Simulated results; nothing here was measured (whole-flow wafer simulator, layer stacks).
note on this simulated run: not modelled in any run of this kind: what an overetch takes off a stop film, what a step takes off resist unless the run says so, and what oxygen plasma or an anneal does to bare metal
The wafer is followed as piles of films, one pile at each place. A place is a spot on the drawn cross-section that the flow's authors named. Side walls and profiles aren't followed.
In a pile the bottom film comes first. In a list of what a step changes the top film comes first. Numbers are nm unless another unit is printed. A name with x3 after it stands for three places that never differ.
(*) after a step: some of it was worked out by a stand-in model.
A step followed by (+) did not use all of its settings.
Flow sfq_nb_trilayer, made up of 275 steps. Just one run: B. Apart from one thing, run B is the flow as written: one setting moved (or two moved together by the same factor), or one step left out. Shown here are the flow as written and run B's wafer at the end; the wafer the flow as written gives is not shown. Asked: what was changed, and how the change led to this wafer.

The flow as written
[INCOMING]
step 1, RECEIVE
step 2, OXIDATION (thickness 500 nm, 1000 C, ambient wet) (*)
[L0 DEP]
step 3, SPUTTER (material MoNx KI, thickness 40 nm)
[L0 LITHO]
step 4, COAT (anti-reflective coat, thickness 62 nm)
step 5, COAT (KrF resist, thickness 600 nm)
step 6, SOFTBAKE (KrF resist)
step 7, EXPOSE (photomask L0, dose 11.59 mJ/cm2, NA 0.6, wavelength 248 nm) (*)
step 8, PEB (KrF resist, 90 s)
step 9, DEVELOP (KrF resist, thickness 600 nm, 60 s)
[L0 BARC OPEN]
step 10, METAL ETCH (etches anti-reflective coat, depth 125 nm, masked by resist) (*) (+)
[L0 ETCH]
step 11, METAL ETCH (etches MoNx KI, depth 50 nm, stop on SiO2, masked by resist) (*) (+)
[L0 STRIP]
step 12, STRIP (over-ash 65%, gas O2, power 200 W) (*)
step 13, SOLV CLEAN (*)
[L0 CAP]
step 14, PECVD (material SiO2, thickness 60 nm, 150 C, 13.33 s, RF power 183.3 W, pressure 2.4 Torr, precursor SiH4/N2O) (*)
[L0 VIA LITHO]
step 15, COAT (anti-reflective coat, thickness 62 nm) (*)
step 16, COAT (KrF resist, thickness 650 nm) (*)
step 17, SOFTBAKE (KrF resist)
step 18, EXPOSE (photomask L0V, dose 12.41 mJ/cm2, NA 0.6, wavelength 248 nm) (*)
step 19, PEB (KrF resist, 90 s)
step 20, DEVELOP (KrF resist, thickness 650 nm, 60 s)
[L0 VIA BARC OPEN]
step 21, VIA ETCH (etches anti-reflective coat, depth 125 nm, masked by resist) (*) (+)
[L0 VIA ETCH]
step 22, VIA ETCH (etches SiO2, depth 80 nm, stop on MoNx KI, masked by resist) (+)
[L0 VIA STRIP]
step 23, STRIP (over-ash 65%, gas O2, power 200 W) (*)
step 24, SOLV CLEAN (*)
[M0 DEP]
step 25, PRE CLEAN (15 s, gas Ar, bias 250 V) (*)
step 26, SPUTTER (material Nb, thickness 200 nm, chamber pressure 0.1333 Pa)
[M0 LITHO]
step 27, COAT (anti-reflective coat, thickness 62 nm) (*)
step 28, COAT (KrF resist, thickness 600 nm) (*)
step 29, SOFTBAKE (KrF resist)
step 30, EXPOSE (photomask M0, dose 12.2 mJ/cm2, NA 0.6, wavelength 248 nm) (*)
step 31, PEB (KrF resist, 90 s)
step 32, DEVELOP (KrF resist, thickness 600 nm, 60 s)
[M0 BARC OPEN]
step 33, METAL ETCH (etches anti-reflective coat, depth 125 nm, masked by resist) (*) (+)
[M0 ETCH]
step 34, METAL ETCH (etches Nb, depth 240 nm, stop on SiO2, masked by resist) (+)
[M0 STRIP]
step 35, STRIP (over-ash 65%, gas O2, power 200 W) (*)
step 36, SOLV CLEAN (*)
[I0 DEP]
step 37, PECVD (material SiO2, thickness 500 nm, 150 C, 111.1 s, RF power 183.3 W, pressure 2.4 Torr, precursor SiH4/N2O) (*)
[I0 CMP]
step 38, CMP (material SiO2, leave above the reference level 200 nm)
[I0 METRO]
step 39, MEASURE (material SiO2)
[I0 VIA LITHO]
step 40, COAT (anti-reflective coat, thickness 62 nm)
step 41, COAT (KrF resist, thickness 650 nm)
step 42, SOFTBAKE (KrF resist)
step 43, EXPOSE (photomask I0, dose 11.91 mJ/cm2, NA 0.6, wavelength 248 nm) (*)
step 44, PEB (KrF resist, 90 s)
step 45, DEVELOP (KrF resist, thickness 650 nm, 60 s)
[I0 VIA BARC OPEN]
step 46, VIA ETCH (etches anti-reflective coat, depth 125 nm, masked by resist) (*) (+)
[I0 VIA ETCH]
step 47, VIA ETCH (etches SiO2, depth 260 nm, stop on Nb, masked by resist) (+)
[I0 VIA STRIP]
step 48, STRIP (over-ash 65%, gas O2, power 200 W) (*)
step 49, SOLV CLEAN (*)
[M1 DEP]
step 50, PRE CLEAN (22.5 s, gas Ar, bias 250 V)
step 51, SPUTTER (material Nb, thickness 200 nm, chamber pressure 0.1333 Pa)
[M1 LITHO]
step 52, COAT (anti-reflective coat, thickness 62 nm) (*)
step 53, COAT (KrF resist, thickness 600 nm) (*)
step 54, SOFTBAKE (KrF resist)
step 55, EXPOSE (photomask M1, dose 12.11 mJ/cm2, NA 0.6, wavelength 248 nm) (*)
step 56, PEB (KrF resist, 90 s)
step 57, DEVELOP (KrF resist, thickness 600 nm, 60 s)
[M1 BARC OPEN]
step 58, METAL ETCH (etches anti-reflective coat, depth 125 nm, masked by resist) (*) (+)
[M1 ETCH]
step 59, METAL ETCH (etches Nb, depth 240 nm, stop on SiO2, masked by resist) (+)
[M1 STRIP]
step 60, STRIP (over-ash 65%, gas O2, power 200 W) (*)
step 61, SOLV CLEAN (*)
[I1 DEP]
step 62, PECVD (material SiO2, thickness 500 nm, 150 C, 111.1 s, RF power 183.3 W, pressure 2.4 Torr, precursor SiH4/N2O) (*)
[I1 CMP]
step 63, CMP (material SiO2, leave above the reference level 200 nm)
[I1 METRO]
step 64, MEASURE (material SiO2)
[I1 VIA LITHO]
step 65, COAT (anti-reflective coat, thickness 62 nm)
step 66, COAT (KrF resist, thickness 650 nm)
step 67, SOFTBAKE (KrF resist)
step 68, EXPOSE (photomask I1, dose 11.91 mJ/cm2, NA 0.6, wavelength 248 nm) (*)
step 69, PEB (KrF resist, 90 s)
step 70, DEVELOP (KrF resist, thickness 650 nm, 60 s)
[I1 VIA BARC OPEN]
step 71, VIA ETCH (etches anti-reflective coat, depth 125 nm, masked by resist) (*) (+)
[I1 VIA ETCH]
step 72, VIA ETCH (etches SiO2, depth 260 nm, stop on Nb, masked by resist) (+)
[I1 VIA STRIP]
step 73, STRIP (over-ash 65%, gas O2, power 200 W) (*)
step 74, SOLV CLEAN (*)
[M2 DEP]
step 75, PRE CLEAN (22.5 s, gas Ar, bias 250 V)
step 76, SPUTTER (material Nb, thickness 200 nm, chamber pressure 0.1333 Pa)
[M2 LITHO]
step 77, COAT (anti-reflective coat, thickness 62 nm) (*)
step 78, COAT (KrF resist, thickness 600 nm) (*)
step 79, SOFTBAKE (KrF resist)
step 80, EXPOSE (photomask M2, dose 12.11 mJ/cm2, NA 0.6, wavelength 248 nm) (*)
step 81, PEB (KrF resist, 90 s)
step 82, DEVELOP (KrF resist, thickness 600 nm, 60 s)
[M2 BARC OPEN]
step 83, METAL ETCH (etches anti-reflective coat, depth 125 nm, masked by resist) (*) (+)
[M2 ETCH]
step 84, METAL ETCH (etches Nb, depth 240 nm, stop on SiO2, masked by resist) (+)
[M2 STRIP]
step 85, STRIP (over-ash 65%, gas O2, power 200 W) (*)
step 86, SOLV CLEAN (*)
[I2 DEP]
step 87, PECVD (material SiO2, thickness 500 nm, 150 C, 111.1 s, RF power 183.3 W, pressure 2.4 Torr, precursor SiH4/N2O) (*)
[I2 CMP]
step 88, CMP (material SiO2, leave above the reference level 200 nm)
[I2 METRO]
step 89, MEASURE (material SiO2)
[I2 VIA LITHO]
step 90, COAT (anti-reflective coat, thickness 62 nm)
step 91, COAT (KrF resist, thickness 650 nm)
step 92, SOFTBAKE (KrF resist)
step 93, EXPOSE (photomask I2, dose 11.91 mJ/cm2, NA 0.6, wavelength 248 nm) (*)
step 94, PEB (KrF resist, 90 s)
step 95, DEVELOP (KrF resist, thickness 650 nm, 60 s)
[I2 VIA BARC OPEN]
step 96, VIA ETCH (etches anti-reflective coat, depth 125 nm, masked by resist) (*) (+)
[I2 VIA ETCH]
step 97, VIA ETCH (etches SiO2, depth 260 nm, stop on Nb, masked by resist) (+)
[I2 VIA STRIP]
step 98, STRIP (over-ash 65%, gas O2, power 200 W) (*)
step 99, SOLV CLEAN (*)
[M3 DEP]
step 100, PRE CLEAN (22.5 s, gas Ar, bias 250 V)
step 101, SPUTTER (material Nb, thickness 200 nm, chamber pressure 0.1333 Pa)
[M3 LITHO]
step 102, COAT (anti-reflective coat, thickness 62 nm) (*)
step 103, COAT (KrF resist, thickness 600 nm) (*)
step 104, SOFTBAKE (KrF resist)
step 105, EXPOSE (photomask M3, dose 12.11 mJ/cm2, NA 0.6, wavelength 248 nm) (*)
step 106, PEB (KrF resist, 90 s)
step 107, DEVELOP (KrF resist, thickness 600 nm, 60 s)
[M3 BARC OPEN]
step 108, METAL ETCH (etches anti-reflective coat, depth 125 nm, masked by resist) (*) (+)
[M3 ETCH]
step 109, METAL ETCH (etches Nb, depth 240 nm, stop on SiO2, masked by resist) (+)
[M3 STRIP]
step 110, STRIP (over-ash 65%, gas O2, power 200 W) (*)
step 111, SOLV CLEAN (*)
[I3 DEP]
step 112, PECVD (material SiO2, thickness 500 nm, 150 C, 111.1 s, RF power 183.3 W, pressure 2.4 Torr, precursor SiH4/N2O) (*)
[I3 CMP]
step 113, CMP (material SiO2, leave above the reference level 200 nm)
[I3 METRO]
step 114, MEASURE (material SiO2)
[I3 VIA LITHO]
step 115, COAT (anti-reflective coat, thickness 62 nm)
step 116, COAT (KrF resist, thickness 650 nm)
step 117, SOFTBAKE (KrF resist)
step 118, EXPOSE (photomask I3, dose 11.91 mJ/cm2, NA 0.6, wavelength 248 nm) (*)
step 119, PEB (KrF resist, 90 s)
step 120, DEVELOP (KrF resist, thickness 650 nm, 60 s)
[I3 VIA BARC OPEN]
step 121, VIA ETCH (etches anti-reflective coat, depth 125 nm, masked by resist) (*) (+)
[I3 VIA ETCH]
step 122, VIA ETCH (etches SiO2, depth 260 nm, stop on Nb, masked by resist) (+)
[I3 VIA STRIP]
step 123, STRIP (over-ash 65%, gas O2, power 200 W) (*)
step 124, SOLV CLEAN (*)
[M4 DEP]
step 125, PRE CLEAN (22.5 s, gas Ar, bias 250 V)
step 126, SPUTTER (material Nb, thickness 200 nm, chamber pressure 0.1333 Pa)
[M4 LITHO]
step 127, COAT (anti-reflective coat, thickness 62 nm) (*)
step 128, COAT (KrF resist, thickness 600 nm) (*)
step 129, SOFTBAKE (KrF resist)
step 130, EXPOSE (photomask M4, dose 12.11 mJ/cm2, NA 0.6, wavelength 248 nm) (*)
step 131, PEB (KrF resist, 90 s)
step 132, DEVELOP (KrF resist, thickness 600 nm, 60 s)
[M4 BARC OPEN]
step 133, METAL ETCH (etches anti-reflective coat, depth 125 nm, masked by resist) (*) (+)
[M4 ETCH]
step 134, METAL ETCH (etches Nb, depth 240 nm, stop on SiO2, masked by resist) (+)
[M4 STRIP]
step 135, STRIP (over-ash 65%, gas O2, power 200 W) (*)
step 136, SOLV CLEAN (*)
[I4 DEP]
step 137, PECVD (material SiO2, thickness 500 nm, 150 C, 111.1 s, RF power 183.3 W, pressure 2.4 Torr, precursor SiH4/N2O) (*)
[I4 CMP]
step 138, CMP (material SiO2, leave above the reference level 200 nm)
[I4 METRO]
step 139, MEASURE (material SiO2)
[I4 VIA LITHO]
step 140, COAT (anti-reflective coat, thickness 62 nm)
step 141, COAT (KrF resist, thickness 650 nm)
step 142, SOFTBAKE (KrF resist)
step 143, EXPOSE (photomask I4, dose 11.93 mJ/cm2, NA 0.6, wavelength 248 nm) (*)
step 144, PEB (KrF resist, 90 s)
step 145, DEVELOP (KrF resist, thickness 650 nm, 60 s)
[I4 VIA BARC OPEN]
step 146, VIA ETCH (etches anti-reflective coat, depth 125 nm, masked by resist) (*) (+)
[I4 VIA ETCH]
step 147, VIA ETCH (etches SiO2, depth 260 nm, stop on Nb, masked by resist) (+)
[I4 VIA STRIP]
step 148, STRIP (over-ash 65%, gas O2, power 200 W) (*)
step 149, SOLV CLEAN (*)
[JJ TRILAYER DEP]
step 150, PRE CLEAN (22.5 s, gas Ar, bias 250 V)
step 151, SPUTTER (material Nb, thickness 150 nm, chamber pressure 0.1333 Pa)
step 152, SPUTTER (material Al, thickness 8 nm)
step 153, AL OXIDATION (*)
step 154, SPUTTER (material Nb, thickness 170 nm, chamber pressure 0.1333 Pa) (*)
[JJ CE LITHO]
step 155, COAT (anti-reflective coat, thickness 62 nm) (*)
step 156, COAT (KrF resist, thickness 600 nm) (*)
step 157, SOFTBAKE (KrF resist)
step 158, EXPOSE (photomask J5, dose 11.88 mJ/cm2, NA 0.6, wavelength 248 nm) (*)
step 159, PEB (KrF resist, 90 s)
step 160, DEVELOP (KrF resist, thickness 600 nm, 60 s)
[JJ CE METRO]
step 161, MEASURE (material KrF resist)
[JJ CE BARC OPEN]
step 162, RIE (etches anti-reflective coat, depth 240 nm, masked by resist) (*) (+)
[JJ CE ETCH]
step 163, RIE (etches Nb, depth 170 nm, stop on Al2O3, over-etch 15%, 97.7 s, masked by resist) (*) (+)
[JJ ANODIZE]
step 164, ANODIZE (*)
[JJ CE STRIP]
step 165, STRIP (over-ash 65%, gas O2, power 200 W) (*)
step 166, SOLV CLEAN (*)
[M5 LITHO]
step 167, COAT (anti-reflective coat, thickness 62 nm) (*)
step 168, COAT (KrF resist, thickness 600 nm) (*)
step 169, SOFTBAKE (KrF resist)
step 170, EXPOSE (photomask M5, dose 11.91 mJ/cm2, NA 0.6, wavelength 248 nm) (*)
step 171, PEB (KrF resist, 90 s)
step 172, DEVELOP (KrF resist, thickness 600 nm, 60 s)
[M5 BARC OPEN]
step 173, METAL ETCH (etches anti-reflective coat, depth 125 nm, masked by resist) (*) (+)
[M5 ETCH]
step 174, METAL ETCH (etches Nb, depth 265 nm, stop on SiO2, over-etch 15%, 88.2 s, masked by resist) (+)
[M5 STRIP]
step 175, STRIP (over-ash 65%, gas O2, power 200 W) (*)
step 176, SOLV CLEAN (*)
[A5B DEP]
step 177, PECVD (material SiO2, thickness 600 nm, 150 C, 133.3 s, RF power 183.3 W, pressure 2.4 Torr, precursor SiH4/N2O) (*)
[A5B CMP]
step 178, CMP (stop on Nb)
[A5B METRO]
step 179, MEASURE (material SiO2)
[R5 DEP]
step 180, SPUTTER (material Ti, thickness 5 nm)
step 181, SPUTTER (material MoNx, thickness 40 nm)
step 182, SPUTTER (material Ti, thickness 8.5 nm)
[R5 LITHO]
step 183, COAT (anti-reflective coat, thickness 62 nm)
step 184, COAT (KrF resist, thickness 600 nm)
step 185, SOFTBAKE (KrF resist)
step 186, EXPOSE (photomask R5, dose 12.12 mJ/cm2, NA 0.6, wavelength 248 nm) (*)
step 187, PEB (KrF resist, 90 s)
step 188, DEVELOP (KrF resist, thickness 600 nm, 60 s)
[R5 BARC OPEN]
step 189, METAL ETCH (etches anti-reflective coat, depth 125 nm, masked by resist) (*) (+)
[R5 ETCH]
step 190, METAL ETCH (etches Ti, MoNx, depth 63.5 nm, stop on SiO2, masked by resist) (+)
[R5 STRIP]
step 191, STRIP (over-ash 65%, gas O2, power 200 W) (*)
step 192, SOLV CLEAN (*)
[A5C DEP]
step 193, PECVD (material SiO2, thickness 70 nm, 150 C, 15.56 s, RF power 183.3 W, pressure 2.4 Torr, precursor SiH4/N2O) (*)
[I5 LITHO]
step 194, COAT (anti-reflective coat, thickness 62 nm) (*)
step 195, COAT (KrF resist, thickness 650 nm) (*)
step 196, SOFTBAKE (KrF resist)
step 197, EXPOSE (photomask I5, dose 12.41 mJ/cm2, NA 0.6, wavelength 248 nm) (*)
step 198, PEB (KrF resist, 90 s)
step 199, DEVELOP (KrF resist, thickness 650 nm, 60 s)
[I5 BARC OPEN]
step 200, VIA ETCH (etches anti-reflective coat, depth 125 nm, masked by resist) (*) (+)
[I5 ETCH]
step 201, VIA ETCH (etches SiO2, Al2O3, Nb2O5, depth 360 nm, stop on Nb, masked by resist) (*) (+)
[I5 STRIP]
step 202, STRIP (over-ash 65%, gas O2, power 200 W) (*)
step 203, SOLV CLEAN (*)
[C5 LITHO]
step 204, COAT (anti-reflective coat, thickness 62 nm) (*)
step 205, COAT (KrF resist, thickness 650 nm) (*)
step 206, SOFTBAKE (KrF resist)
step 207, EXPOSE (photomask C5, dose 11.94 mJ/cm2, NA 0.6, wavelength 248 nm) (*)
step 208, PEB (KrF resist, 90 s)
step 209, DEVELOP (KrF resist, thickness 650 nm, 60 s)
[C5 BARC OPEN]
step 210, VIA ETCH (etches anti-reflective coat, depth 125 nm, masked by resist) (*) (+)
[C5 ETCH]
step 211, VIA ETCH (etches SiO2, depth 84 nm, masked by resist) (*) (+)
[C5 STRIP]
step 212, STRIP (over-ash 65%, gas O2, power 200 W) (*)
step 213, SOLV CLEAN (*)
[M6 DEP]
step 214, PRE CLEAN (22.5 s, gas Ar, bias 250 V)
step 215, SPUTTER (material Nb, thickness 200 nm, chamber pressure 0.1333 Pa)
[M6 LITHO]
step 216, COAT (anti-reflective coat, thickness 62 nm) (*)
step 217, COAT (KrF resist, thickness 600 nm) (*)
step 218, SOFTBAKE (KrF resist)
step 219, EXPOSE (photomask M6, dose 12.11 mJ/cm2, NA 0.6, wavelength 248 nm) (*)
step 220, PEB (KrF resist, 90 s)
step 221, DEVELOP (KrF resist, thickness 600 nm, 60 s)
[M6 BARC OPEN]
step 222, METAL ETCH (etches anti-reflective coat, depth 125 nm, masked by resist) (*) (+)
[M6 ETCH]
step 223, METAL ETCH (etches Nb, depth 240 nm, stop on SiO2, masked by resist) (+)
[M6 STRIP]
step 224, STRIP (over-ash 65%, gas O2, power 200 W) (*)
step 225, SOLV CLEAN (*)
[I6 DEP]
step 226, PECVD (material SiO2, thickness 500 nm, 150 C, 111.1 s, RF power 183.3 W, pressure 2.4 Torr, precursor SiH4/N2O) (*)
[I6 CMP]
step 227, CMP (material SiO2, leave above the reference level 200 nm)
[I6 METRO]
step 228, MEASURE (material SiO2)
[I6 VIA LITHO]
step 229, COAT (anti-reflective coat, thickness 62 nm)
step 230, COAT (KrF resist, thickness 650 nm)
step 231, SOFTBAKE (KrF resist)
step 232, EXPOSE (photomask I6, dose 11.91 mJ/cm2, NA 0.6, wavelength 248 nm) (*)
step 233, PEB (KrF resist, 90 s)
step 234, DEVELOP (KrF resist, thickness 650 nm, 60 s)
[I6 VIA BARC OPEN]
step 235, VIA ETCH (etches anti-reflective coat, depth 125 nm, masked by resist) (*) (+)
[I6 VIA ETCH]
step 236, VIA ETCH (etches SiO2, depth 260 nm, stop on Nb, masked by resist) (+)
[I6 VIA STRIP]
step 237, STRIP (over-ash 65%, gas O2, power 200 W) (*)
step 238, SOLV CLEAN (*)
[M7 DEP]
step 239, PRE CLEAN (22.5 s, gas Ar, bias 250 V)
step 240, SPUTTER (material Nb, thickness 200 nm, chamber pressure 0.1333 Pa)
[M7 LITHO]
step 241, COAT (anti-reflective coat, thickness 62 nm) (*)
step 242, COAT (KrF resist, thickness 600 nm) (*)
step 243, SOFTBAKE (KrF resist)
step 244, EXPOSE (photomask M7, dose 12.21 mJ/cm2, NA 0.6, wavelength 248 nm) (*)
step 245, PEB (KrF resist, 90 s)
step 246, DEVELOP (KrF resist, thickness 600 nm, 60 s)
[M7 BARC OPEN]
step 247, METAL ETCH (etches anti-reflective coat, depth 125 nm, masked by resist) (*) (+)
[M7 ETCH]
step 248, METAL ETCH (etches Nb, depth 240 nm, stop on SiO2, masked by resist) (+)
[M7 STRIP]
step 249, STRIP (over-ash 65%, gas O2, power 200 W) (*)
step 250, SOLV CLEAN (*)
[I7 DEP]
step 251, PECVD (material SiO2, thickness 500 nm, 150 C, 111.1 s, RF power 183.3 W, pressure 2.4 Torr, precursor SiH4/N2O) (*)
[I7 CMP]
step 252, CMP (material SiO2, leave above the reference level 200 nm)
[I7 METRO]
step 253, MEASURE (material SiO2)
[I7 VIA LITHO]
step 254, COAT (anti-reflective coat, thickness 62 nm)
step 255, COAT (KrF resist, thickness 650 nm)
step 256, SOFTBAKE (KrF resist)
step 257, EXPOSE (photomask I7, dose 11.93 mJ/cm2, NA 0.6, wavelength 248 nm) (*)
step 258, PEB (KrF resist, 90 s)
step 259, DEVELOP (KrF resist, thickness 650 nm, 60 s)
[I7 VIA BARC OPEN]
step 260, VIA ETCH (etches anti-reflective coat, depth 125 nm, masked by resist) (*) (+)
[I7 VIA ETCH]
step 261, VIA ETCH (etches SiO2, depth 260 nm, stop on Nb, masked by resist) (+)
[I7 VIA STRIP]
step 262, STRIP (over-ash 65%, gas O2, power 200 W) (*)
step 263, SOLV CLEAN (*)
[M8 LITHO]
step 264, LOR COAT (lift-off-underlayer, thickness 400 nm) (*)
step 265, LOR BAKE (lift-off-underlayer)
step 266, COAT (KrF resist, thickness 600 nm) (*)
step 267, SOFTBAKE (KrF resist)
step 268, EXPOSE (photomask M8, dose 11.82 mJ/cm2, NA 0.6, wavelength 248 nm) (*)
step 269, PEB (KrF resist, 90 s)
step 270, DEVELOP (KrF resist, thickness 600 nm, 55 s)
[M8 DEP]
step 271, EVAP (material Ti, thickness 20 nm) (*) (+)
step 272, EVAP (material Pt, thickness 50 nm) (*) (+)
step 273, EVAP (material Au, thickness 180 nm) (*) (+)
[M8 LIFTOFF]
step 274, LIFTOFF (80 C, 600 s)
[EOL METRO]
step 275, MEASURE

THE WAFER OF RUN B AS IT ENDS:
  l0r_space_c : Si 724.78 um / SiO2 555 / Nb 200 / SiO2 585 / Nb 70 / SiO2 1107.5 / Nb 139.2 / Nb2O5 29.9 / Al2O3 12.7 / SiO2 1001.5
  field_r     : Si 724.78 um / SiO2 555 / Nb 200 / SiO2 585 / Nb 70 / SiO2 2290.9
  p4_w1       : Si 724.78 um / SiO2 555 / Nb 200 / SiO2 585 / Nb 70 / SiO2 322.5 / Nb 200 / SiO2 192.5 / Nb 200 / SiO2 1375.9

What caused this: step 84, METAL ETCH: depth 130 nm was run, whereas the flow has depth 240 nm.

How this came from the change, step by step:
  step 84, METAL ETCH (etches Nb, depth 240 nm, stop on SiO2, masked by resist) (+)
      field_l, be, be_sur and 81 more: -130 Nb (as written it would have been: -200 Nb (all of it))
      v_sur, via_wl, via_w and 19 more: -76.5 KrF resist (as written it would have been: -141.2 KrF resist)
  step 85, STRIP (over-ash 65%, gas O2, power 200 W) (*)
      wl_j_sl, wl_jj, wl_j_sr and 12 more: -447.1 KrF resist (all of it), -62 anti-reflective coat (all of it) (as written it would have been: -382.4 KrF resist (all of it), -62 anti-reflective coat (all of it))
      v_sur: -444.7 KrF resist (all of it), -61.4 anti-reflective coat (all of it) (as written it would have been: -380 KrF resist (all of it), -61.4 anti-reflective coat (all of it))
      (as well as at 6 more places)
  step 87, PECVD (material SiO2, thickness 500 nm, 150 C, 111.1 s, RF power 183.3 W, pressure 2.4 Torr, precursor SiH4/N2O) (*)
      field_l, be, be_sur and 81 more: +500 SiO2 (new film) (as written it would have been: +500 SiO2)
  step 88, CMP (material SiO2, leave above the reference level 200 nm)
      field_l, be, be_sur and 81 more: -170 SiO2 (as written it would have been: -100 SiO2)
Taking metal films that touch as one body, l0r_space_c has 3 bodies (between them, from the top down: SiO2 1107.5; SiO2 585); the flow as written gives 2 bodies (between them, from the top down: SiO2 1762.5).
Taking metal films that touch as one body, field_r has 2 bodies (between them, from the top down: SiO2 585); the flow as written gives 1 body.
Taking metal films that touch as one body, p4_w1 has 4 bodies (between them, from the top down: SiO2 192.5; SiO2 322.5; SiO2 585); the flow as written gives 3 bodies (between them, from the top down: SiO2 192.5; SiO2 977.5).
